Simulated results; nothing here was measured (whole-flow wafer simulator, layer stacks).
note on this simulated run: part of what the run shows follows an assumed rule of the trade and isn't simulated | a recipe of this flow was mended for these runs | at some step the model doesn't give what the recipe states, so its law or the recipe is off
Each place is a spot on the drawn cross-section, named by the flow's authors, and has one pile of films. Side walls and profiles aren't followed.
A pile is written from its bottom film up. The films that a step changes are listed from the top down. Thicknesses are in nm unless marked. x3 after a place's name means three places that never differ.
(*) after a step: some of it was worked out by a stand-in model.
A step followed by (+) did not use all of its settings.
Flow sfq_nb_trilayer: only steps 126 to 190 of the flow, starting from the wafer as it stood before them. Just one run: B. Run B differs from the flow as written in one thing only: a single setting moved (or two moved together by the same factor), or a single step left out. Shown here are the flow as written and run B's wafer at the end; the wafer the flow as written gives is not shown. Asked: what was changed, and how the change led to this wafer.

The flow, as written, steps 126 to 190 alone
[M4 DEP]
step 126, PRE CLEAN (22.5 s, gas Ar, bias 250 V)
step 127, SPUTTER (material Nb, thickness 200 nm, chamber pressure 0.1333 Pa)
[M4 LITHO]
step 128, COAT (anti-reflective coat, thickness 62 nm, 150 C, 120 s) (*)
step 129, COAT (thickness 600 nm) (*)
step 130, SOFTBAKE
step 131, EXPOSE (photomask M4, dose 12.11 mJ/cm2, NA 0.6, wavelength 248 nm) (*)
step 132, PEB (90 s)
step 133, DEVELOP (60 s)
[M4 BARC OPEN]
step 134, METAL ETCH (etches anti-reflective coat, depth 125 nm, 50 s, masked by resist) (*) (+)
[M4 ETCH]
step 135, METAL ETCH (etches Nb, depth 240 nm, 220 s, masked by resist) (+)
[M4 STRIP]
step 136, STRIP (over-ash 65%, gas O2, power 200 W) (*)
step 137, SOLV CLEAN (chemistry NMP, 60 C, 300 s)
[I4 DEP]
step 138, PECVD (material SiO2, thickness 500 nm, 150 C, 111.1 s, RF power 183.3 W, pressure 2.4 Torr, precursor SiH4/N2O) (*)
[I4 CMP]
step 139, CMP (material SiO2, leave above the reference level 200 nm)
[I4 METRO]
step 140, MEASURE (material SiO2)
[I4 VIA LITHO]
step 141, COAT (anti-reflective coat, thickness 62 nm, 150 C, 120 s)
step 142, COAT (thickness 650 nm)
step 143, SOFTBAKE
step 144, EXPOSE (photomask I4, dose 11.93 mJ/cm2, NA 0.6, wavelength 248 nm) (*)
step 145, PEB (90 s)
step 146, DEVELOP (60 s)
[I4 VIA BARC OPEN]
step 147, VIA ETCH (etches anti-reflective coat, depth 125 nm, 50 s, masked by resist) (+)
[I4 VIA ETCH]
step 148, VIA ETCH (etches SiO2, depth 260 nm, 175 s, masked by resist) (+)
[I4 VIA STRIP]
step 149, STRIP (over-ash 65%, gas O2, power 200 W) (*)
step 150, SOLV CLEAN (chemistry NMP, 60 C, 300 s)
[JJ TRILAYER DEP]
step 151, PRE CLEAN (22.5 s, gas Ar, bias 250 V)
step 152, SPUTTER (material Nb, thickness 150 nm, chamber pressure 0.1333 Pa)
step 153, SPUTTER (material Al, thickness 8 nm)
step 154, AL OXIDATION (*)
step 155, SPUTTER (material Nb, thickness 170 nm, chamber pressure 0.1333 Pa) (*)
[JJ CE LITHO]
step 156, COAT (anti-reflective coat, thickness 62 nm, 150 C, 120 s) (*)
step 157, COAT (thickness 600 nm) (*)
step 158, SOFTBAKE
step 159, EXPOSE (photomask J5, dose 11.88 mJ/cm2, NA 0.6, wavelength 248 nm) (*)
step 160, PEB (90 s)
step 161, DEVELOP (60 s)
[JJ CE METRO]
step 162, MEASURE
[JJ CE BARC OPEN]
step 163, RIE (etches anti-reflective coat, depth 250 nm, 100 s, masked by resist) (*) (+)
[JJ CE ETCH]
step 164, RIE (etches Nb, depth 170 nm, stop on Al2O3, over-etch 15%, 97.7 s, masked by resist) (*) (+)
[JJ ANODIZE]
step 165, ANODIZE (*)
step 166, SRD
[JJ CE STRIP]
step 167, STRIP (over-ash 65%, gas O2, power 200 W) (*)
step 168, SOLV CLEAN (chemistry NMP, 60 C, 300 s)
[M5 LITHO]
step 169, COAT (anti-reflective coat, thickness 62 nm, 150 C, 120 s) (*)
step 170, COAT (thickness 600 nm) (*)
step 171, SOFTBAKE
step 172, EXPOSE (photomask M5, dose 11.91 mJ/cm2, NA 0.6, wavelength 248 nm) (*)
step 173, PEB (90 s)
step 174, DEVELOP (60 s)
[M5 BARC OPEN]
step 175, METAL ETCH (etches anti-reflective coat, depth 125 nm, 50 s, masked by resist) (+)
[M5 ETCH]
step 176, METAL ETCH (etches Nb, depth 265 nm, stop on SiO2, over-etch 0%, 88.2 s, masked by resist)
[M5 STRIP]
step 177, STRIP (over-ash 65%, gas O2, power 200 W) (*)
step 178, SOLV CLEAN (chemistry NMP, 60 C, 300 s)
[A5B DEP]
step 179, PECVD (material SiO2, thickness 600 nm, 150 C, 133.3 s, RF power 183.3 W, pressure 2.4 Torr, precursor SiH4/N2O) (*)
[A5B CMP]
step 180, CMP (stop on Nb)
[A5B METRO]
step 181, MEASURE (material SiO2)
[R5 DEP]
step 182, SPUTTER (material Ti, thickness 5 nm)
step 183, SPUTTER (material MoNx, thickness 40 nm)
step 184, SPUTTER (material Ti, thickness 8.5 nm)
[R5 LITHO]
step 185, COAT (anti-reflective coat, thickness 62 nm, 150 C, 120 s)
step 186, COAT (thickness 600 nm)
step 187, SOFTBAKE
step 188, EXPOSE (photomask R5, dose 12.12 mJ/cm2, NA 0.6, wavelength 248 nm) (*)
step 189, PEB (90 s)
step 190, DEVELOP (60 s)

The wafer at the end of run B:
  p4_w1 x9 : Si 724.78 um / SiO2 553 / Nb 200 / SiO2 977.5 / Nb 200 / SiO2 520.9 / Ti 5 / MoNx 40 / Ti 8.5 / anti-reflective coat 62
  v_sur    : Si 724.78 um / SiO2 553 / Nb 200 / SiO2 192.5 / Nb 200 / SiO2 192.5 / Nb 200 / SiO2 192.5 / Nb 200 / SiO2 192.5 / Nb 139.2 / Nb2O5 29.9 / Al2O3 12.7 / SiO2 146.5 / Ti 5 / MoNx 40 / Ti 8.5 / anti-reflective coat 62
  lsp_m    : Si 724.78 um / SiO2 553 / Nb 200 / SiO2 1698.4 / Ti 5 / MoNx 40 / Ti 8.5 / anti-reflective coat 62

Cause: step 127, SPUTTER: material Nb, thickness 200 nm, chamber pressure 0.1333 Pa, was skipped.

How this came from the change, step by step:
  step 128, COAT (anti-reflective coat, thickness 62 nm, 150 C, 120 s) (*)
      via_wr: +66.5 anti-reflective coat (new film) (as written it would have been: +68.3 anti-reflective coat (new film))
      via_sp: +39 anti-reflective coat (new film) (as written it would have been: +41.4 anti-reflective coat (new film))
      (also at 3 further places)
  step 129, COAT (thickness 600 nm) (*)
      via_v: +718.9 KrF-resist-other-grade (new film) (as written it would have been: +739.4 KrF-resist-other-grade (new film))
  step 134, METAL ETCH (etches anti-reflective coat, depth 125 nm, 50 s, masked by resist) (*) (+)
      be: -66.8 anti-reflective coat (all of it), -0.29 SiO2 (as written it would have been: -68.4 anti-reflective coat (all of it))
  step 135, METAL ETCH (etches Nb, depth 240 nm, 220 s, masked by resist) (+)
      field_l, be, be_sur and 64 more: -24 SiO2 (as written it would have been: -200 Nb (all of it), -4 SiO2)
  step 136, STRIP (over-ash 65%, gas O2, power 200 W) (*)
      via_wr: -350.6 KrF-resist-other-grade (all of it), -66.5 anti-reflective coat (all of it) (as written it would have been: -348.5 KrF-resist-other-grade (all of it), -68.3 anti-reflective coat (all of it))
      via_sp: -367.9 KrF-resist-other-grade (all of it), -39 anti-reflective coat (all of it) (as written it would have been: -364.7 KrF-resist-other-grade (all of it), -41.4 anti-reflective coat (all of it))
      (also at 2 further places)
  step 138, PECVD (material SiO2, thickness 500 nm, 150 C, 111.1 s, RF power 183.3 W, pressure 2.4 Torr, precursor SiH4/N2O) (*)
      v_sur, via_wl, via_w and 35 more: +500 SiO2 (as written it would have been: +500 SiO2 (new film))
      p3_s0 x6: +500 SiO2 (as written it would have been: +561.1 SiO2)
      (also at 1 further place)
  step 139, CMP (material SiO2, leave above the reference level 200 nm)
      field_l, be, be_sur and 55 more: -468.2 SiO2 (as written it would have been: -96 SiO2)
      v_sur, via_wl, via_w and 35 more: -492.5 SiO2 (as written it would have been: -300 SiO2)
      (also at 10 further places)
  step 148, VIA ETCH (etches SiO2, depth 260 nm, 175 s, masked by resist) (+)
      via_w: -260 SiO2 (as written it would have been: -199.7 SiO2 (all of it), -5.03 Nb)
  step 151, PRE CLEAN (22.5 s, gas Ar, bias 250 V)
      via_w: -7.5 SiO2 (as written it would have been: -6.45 Nb)
  step 152, SPUTTER (material Nb, thickness 150 nm, chamber pressure 0.1333 Pa)
      via_w: +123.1 Nb (new film) (as written it would have been: +129.8 Nb)
  step 155, SPUTTER (material Nb, thickness 170 nm, chamber pressure 0.1333 Pa) (*)
      via_w: +130.2 Nb (new film) (as written it would have been: +140.2 Nb (new film))
  step 156, COAT (anti-reflective coat, thickness 62 nm, 150 C, 120 s) (*)
      via_wl, via_wr: +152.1 anti-reflective coat (new film) (as written it would have been: +224.3 anti-reflective coat (new film))
  step 157, COAT (thickness 600 nm) (*)
      via_wl: +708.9 KrF-resist-other-grade (new film) (as written it would have been: +650.9 KrF-resist-other-grade (new film))
      via_w: +821.8 KrF-resist-other-grade (new film) (as written it would have been: +766.6 KrF-resist-other-grade (new film))
      (also at 1 further place)
  step 161, DEVELOP (60 s)
      via_wl: -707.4 KrF-resist-other-grade (all of it) (as written it would have been: -649.5 KrF-resist-other-grade (all of it))
      via_w: -820 KrF-resist-other-grade (all of it) (as written it would have been: -764.9 KrF-resist-other-grade (all of it))
      (also at 1 further place)
  step 163, RIE (etches anti-reflective coat, depth 250 nm, 100 s, masked by resist) (*) (+)
      via_wl, via_wr: -152.1 anti-reflective coat (all of it) (as written it would have been: -224.3 anti-reflective coat (all of it))
  step 164, RIE (etches Nb, depth 170 nm, stop on Al2O3, over-etch 15%, 97.7 s, masked by resist) (*) (+)
      via_w: -130.2 Nb (all of it), -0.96 Al2O3 (all of it) (as written it would have been: -140.2 Nb (all of it), -0.96 Al2O3 (all of it))
  ... 4 further steps ...
  step 179, PECVD (material SiO2, thickness 600 nm, 150 C, 133.3 s, RF power 183.3 W, pressure 2.4 Torr, precursor SiH4/N2O) (*)
      via_w: +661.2 SiO2 (new film) (as written it would have been: +600 SiO2 (new film))
Taking metal films that touch as one body, p4_w1 x9 has 3 bodies (between them, from the top down: SiO2 520.9; SiO2 977.5); the flow as written gives 4 bodies (between them, from the top down: SiO2 520.9; SiO2 192.5; SiO2 977.5).
Taking metal films that touch as one body, v_sur has 6 bodies (between them, from the top down: SiO2 146.5 / Al2O3 12.7 / Nb2O5 29.9; SiO2 192.5; SiO2 192.5; SiO2 192.5; SiO2 192.5); the flow as written gives 7 bodies (between them, from the top down: SiO2 146.5 / Al2O3 12.7 / Nb2O5 29.9; SiO2 192.5; SiO2 192.5; SiO2 192.5; SiO2 192.5; SiO2 192.5).
Taking metal films that touch as one body, lsp_m has 2 bodies (between them, from the top down: SiO2 1698.4); the flow as written gives 3 bodies (between them, from the top down: SiO2 520.9; SiO2 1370).
